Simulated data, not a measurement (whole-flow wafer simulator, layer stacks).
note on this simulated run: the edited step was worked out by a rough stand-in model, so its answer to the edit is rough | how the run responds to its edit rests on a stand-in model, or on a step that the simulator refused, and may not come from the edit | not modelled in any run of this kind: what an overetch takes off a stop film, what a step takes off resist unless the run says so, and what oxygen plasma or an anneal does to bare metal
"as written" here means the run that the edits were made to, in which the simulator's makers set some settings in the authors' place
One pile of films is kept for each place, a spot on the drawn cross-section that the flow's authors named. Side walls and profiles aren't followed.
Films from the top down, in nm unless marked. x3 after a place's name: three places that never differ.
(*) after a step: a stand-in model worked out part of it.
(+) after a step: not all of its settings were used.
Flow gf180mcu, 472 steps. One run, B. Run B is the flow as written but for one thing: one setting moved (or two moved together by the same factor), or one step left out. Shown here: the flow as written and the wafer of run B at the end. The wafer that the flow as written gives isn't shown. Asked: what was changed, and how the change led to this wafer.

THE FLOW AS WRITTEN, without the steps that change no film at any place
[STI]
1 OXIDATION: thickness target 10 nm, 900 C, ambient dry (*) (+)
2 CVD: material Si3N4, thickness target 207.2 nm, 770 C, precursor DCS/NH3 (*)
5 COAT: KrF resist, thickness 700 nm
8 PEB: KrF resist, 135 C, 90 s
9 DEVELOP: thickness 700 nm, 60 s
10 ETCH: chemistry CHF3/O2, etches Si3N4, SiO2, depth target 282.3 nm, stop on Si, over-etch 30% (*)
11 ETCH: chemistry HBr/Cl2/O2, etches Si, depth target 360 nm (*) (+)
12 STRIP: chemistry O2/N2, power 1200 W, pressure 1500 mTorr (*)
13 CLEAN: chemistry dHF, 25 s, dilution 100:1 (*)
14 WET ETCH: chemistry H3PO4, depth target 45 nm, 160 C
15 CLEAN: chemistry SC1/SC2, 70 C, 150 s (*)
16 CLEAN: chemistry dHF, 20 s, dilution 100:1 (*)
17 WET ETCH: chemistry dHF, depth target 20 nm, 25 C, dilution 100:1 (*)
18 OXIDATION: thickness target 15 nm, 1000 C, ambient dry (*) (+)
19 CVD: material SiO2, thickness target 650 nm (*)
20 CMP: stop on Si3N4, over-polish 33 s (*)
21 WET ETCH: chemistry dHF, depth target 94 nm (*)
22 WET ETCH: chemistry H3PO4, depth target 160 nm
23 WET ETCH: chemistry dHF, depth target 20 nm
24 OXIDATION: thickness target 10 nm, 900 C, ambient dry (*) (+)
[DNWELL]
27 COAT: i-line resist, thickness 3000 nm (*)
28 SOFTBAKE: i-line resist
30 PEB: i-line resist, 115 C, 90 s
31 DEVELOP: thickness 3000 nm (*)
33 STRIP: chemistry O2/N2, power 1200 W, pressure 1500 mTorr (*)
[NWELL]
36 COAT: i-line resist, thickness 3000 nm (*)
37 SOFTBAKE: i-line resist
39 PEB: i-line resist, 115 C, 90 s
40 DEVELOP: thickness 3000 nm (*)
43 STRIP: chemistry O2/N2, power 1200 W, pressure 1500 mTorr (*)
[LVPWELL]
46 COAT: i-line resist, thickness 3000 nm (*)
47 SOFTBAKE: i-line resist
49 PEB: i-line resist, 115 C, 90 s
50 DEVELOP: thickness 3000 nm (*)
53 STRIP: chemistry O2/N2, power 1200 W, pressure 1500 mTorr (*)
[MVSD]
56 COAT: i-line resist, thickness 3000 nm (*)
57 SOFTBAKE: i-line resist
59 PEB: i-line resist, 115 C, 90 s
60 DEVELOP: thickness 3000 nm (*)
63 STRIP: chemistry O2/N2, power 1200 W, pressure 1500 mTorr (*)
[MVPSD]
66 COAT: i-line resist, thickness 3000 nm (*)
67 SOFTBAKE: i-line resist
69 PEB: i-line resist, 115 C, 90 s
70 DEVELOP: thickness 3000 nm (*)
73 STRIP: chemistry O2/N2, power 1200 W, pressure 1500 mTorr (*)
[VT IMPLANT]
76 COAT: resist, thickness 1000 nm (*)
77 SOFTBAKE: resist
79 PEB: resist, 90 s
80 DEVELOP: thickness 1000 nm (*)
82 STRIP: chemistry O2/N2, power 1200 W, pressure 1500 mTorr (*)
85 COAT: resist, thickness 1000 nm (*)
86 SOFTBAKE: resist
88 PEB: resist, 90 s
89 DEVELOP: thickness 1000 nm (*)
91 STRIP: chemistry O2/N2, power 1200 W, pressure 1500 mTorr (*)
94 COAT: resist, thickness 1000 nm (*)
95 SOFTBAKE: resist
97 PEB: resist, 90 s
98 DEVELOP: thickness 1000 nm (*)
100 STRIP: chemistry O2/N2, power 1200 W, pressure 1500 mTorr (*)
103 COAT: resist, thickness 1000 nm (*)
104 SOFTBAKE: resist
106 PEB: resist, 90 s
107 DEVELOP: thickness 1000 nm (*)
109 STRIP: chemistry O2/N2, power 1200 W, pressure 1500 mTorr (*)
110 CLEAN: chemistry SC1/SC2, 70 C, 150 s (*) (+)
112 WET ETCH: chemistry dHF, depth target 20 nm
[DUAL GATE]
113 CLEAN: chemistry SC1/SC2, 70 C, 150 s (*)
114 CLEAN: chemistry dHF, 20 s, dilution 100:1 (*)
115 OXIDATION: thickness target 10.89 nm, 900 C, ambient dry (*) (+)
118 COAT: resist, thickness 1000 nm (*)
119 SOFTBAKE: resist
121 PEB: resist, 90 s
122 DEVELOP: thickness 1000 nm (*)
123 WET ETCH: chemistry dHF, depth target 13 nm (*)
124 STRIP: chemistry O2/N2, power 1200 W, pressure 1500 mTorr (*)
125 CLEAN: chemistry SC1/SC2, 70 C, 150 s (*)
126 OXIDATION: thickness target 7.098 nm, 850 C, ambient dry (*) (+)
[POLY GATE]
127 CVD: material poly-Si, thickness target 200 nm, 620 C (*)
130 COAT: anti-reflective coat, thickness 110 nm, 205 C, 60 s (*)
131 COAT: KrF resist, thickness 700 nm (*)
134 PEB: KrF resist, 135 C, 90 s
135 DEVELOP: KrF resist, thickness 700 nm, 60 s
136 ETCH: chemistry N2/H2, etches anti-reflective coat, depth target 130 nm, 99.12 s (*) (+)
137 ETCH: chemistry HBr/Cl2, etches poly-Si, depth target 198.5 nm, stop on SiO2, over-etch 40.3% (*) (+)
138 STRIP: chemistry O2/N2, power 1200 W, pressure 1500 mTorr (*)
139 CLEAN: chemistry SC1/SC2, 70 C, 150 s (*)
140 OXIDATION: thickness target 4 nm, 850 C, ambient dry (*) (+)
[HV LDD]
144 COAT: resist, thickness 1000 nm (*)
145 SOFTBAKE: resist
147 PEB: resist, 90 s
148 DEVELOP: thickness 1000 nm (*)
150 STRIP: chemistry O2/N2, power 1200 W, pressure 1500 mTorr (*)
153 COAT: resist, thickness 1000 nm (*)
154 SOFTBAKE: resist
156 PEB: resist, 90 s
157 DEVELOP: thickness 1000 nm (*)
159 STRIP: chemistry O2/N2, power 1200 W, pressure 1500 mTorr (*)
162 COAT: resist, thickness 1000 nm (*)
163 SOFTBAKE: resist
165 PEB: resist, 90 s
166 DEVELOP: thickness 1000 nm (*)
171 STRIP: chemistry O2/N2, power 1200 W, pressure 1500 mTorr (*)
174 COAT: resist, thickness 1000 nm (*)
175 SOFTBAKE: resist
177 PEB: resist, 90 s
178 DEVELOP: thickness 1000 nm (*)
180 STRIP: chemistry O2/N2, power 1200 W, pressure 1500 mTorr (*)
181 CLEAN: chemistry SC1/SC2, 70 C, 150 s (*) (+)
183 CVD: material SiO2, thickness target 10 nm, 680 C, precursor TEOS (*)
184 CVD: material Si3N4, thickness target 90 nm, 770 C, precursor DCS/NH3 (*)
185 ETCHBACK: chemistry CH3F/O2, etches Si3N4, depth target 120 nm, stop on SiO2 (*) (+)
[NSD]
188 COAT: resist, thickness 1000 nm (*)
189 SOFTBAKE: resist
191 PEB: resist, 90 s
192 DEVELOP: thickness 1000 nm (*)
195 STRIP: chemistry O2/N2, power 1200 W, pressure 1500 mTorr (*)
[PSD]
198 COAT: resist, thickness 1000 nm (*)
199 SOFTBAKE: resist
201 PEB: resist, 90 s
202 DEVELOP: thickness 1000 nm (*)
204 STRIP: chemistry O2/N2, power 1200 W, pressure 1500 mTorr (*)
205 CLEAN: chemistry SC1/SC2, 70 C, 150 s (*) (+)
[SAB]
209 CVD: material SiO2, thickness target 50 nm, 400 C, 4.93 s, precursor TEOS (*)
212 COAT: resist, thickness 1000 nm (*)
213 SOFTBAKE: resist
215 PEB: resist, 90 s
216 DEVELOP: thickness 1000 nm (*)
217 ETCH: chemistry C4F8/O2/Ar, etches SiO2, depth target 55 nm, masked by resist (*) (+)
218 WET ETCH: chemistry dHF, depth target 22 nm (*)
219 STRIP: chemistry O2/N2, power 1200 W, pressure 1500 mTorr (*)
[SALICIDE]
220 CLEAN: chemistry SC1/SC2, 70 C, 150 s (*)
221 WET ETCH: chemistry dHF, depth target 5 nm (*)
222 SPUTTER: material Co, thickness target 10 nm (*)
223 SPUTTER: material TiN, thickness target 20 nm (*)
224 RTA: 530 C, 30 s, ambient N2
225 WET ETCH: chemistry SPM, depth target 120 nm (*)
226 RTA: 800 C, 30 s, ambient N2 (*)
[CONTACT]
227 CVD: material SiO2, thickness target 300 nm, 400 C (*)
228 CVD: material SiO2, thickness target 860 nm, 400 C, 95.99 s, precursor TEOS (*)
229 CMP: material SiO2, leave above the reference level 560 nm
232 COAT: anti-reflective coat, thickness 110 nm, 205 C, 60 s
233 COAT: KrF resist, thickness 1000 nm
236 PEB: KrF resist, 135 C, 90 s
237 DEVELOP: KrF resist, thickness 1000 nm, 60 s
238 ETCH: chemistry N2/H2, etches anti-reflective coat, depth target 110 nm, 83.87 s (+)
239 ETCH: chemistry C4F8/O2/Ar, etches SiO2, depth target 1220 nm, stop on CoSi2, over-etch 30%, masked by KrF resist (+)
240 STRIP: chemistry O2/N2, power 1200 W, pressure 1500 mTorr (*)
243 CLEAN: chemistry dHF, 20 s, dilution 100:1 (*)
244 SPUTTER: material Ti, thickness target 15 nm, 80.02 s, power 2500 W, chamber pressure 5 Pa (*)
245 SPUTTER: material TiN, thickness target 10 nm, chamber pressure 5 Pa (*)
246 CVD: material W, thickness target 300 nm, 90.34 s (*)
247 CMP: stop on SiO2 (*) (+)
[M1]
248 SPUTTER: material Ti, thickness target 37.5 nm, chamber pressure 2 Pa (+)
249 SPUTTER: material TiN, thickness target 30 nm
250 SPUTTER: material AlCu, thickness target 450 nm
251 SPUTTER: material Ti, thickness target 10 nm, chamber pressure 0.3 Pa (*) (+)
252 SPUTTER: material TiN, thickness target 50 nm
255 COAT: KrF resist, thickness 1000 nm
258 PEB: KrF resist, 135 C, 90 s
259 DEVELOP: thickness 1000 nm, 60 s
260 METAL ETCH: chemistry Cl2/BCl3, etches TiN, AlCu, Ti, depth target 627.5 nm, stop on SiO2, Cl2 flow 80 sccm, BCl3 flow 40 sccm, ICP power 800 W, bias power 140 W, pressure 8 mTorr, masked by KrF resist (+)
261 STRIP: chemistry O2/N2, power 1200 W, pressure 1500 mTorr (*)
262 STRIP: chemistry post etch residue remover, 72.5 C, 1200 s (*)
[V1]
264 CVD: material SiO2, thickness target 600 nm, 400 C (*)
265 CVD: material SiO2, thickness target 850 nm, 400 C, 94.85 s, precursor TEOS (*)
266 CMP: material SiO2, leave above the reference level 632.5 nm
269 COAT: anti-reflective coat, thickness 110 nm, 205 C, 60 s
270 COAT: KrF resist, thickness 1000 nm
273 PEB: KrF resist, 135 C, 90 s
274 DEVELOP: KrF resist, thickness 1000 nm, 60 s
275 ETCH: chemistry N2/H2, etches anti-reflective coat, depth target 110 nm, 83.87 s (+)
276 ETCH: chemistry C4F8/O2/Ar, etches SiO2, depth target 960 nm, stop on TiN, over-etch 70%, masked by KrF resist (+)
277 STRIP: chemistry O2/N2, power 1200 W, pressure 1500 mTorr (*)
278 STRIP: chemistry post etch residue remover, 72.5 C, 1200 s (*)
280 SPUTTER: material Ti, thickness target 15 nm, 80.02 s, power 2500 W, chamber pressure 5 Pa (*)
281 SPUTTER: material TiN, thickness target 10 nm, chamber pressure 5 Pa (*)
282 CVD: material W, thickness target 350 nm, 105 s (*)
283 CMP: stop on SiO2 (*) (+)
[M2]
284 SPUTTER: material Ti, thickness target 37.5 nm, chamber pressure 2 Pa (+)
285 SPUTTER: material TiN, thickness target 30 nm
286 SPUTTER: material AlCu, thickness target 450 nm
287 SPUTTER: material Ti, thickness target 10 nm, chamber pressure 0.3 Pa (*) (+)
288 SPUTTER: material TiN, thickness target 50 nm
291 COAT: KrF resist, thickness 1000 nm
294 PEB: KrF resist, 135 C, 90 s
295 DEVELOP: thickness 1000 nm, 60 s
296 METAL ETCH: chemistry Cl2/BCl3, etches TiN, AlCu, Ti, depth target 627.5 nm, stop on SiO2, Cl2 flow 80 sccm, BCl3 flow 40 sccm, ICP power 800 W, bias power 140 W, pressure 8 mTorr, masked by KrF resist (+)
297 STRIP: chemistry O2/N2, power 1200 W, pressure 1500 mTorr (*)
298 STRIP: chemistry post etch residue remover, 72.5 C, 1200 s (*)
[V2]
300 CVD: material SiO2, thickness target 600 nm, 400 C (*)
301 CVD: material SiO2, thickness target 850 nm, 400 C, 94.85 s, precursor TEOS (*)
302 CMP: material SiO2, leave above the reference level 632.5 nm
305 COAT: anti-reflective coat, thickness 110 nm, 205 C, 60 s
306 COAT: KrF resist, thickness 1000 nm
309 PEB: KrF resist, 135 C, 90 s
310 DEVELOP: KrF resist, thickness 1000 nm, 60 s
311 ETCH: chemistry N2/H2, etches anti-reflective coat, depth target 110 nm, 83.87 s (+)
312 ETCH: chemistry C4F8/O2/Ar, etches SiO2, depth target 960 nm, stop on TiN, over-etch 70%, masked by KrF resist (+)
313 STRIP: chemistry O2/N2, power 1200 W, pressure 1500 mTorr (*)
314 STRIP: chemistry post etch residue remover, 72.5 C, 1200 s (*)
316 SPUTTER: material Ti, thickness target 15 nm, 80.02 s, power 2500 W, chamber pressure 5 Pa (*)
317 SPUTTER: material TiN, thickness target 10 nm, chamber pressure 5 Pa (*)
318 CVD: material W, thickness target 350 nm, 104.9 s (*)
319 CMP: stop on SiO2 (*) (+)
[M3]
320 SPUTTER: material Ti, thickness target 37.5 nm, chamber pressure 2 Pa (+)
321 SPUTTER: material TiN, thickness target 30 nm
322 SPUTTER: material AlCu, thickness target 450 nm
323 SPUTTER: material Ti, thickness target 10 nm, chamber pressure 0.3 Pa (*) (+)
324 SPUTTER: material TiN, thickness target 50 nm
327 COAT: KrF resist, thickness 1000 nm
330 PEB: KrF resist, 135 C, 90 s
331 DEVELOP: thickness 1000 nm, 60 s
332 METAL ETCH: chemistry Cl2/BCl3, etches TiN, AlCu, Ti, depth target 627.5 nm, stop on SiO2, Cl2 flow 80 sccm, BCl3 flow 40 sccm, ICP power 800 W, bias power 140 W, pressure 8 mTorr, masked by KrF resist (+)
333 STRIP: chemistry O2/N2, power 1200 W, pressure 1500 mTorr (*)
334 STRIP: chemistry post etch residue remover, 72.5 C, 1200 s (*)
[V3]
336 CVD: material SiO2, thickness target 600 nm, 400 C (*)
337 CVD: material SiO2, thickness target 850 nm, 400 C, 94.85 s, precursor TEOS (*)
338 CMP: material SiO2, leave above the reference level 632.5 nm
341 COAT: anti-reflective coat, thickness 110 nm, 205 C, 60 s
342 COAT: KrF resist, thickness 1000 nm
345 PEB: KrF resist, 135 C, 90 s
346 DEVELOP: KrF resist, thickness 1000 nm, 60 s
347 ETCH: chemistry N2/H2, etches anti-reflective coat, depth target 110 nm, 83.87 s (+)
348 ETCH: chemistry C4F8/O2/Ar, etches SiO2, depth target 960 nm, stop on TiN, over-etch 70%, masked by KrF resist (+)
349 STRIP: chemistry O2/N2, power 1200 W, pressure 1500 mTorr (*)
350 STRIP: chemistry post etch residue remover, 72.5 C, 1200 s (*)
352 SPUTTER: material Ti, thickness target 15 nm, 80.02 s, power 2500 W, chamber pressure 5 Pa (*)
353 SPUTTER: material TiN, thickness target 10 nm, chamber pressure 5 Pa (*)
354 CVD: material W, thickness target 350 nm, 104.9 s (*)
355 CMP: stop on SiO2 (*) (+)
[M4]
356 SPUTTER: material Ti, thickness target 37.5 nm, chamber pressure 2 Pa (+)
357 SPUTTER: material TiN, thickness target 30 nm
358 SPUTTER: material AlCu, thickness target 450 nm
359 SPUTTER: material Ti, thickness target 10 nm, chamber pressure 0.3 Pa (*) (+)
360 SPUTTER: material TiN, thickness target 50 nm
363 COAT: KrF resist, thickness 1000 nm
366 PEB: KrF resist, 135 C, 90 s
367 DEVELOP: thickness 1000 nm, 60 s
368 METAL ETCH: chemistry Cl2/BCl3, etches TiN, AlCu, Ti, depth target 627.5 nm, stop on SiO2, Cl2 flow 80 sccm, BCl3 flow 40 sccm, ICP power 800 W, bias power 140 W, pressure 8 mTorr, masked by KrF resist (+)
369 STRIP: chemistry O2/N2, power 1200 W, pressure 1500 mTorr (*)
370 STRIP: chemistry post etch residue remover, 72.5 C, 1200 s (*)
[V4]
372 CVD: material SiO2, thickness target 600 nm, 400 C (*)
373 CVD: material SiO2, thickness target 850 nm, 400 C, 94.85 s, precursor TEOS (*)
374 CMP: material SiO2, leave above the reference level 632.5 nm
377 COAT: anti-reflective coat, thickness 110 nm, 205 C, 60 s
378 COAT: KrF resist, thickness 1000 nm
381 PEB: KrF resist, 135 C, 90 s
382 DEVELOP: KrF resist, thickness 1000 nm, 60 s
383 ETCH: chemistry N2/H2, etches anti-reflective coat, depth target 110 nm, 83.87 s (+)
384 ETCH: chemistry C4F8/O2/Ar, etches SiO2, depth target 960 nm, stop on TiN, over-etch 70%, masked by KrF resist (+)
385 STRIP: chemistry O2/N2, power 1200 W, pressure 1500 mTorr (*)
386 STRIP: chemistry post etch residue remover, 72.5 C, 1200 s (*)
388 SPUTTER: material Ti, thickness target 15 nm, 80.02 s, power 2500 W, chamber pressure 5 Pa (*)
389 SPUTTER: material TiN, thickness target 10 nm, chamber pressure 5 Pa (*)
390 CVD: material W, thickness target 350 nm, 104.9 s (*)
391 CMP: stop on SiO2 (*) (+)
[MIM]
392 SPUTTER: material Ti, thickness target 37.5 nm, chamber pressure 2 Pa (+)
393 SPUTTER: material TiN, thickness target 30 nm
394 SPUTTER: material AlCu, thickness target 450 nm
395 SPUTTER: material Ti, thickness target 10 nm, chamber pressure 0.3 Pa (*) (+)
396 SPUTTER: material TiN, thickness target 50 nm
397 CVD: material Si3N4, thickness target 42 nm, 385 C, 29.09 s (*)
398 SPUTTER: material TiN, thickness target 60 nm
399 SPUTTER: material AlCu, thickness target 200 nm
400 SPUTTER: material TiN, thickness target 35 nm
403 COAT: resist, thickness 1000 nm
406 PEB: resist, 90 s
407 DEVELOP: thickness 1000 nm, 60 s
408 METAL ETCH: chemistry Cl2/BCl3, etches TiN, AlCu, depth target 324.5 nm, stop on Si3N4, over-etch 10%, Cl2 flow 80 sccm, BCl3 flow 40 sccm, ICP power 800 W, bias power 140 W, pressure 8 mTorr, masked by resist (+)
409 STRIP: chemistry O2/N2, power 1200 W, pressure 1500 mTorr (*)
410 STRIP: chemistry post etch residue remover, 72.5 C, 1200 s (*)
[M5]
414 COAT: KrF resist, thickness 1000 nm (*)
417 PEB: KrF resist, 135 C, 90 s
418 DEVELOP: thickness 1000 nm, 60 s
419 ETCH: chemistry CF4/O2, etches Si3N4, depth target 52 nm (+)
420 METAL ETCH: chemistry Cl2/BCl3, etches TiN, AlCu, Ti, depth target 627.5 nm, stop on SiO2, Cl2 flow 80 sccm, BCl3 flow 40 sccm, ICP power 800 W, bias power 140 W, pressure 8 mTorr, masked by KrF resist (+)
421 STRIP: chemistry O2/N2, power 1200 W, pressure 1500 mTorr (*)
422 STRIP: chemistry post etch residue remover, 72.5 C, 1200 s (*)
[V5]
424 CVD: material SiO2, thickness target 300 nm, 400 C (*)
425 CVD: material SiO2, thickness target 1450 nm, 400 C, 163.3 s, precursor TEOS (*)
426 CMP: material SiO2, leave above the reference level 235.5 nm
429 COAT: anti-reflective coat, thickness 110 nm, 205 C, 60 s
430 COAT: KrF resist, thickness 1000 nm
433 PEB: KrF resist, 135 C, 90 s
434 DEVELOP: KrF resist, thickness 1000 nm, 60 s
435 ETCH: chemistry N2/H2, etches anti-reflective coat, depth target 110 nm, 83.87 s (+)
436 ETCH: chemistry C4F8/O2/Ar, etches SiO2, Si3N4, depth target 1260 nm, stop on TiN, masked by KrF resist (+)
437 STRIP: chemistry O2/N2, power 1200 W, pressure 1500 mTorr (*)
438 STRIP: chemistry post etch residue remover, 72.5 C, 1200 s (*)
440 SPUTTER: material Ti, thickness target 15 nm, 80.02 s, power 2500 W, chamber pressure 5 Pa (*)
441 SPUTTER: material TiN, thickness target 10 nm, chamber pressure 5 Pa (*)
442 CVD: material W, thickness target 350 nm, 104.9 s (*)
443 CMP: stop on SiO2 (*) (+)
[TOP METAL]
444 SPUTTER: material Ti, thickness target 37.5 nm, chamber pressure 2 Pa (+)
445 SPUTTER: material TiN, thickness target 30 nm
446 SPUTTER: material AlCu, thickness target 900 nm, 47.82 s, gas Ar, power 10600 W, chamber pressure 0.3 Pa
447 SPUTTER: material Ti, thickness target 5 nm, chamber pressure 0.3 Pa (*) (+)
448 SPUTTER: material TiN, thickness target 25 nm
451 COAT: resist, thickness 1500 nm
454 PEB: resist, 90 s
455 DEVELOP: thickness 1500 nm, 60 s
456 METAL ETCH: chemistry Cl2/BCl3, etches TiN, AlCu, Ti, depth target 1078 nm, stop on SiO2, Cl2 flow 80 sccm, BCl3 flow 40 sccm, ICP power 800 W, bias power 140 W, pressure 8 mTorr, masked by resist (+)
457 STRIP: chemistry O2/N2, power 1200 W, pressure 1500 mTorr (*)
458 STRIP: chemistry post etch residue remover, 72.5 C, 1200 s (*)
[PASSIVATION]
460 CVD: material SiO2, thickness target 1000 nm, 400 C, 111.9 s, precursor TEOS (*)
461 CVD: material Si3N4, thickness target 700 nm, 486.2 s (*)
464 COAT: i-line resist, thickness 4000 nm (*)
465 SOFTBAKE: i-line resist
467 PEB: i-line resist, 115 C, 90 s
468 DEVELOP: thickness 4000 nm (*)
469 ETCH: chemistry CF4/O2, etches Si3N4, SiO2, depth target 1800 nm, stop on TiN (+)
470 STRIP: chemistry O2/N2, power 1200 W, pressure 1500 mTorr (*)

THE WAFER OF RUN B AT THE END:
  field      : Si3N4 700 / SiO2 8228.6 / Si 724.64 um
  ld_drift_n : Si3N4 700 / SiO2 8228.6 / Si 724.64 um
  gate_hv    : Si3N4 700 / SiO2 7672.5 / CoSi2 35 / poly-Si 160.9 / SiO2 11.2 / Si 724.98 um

The cause: step 126, OXIDATION: 737 C was run, where the flow has 850 C.

How the change led to this, step by step:
  126 OXIDATION: thickness target 7.098 nm, 850 C, ambient dry (*) (+)
      field_sub, field_sub__w2, m1, ppoly_u, ppoly_sal: nothing (as written it would be: SiO2 +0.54, Si -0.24)
      field_sub__w1, field_sub__w3, field_sub__w4, field_sub__w5, ld_drift_n: nothing (as written it would be: SiO2 +0.52, Si -0.23)
      (and at 46 more places)
  140 OXIDATION: thickness target 4 nm, 850 C, ambient dry (*) (+)
      active, n_well, p_well and 10 more: SiO2 +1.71, Si -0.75 (as written it would be: SiO2 +1.17, Si -0.51)
  145 SOFTBAKE: resist
      active_nat: resist +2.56 (as written it would be: resist +1.52)
  154 SOFTBAKE: resist
      active_nat: resist +2.56 (as written it would be: resist +1.52)
  163 SOFTBAKE: resist
      active_nat: resist +2.56 (as written it would be: resist +1.52)
  175 SOFTBAKE: resist
      active_nat: resist +2.56 (as written it would be: resist +1.52)
  189 SOFTBAKE: resist
      field__w9: resist -1.05 (as written it would be: resist +1.85)
      active_hv: resist +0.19 (as written it would be: resist +0.78)
      (and at 1 more place)
  199 SOFTBAKE: resist
      field__w9: resist -1.05 (as written it would be: resist +1.85)
      active_hv: resist +0.19 (as written it would be: resist +0.78)
      (and at 1 more place)
  218 WET ETCH: chemistry dHF, depth target 22 nm (*)
      active, p_well, sd_n, iso_ptap_pw, iso_ntap_nw, iso_ptap_sub, vpnp_e: SiO2 -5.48 (all of it) (as written it would be: SiO2 -9.01 (all of it))
      ldn_tap, ldn_src, ldn_drn, ldp_tap, ldp_src, ldp_drn, ldp_gr: SiO2 -13.1 (all of it) (as written it would be: SiO2 -16 (all of it))
      (and at 9 more places)
  223 SPUTTER: material TiN, thickness target 20 nm (*)
      field__w12: TiN +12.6 (new film) (as written it would be: TiN +12 (new film))
  225 WET ETCH: chemistry SPM, depth target 120 nm (*)
      field__w12: TiN -12.6 (all of it), Co -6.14 (all of it) (as written it would be: TiN -12 (all of it), Co -6.15 (all of it))
